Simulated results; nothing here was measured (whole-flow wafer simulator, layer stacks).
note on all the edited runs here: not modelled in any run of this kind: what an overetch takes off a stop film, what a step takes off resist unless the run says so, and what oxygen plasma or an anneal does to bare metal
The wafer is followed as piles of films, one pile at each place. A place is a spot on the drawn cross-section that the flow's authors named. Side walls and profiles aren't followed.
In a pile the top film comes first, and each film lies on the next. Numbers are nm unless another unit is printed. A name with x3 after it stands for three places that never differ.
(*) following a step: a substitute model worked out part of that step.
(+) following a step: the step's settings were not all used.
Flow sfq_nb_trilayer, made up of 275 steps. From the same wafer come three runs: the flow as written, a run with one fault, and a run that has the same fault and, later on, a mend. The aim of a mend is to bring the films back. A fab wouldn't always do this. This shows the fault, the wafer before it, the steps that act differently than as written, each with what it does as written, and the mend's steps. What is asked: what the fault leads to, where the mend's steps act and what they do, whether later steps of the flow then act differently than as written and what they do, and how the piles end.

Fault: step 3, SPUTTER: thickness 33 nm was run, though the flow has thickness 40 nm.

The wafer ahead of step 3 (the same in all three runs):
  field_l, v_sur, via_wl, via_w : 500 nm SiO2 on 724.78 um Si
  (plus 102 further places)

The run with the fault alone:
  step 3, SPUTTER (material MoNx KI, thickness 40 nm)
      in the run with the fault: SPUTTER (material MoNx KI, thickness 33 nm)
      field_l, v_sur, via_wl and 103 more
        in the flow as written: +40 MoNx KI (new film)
        in the run with the fault: +33 MoNx KI (new film)
  Later steps of the flow acting differently than as written (9 more steps, not shown, differ only slightly: by at most 2% or 0.5 nm, whichever is larger):
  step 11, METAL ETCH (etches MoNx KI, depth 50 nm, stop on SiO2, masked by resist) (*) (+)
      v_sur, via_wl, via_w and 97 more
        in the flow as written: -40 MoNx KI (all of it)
        in the run with the fault: -33 MoNx KI (all of it)
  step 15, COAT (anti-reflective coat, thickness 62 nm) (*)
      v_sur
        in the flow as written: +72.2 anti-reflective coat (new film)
        in the run with the fault: +70.5 anti-reflective coat (new film)
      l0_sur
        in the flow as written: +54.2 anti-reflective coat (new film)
        in the run with the fault: +55.4 anti-reflective coat (new film)
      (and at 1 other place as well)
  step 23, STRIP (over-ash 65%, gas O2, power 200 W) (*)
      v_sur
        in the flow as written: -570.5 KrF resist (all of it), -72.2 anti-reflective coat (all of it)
        in the run with the fault: -568.4 KrF resist (all of it), -70.5 anti-reflective coat (all of it)
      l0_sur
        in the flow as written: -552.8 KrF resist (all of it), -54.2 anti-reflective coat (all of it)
        in the run with the fault: -554.1 KrF resist (all of it), -55.4 anti-reflective coat (all of it)
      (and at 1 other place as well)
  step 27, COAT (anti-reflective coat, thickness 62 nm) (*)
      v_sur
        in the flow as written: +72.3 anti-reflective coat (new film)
        in the run with the fault: +70.6 anti-reflective coat (new film)
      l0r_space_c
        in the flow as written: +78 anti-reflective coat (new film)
        in the run with the fault: +75.1 anti-reflective coat (new film)
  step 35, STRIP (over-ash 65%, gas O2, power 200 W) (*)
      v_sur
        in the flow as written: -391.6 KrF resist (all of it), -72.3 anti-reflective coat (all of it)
        in the run with the fault: -389.9 KrF resist (all of it), -70.6 anti-reflective coat (all of it)
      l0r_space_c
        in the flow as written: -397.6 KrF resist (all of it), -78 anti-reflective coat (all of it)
        in the run with the fault: -394.9 KrF resist (all of it), -75.1 anti-reflective coat (all of it)
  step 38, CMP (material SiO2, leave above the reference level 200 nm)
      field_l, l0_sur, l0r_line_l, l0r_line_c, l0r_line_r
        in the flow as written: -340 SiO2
        in the run with the fault: -333 SiO2
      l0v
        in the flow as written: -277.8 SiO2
        in the run with the fault: -270.8 SiO2
  At field_l, l0_sur, l0v, l0r_line_l, l0r_line_c, l0r_line_r, the piles at the end differ from the flow's by more than 2% or 0.5 nm, whichever is larger.
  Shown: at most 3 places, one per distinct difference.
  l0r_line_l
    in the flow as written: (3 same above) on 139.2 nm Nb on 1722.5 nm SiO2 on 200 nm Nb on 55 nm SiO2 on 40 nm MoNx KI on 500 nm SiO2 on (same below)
    in the run with the fault: (3 same above) on 139.2 nm Nb on 1729.5 nm SiO2 on 200 nm Nb on 55 nm SiO2 on 33 nm MoNx KI on 500 nm SiO2 on (same below)
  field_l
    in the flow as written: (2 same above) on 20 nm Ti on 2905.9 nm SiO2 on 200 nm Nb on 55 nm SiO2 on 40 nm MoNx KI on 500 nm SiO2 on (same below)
    in the run with the fault: (2 same above) on 20 nm Ti on 2912.9 nm SiO2 on 200 nm Nb on 55 nm SiO2 on 33 nm MoNx KI on 500 nm SiO2 on (same below)
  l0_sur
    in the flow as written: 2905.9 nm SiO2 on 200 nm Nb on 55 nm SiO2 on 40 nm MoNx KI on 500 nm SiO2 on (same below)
    in the run with the fault: 2912.9 nm SiO2 on 200 nm Nb on 55 nm SiO2 on 33 nm MoNx KI on 500 nm SiO2 on (same below)

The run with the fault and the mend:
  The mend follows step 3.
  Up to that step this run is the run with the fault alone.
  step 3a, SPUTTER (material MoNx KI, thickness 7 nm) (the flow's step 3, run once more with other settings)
      field_l, v_sur, via_wl and 103 more
        +7 MoNx KI
  Every later step of the flow that is run acts as written at every place that is followed.
  The piles end the same as the flow's at every place that both follow.
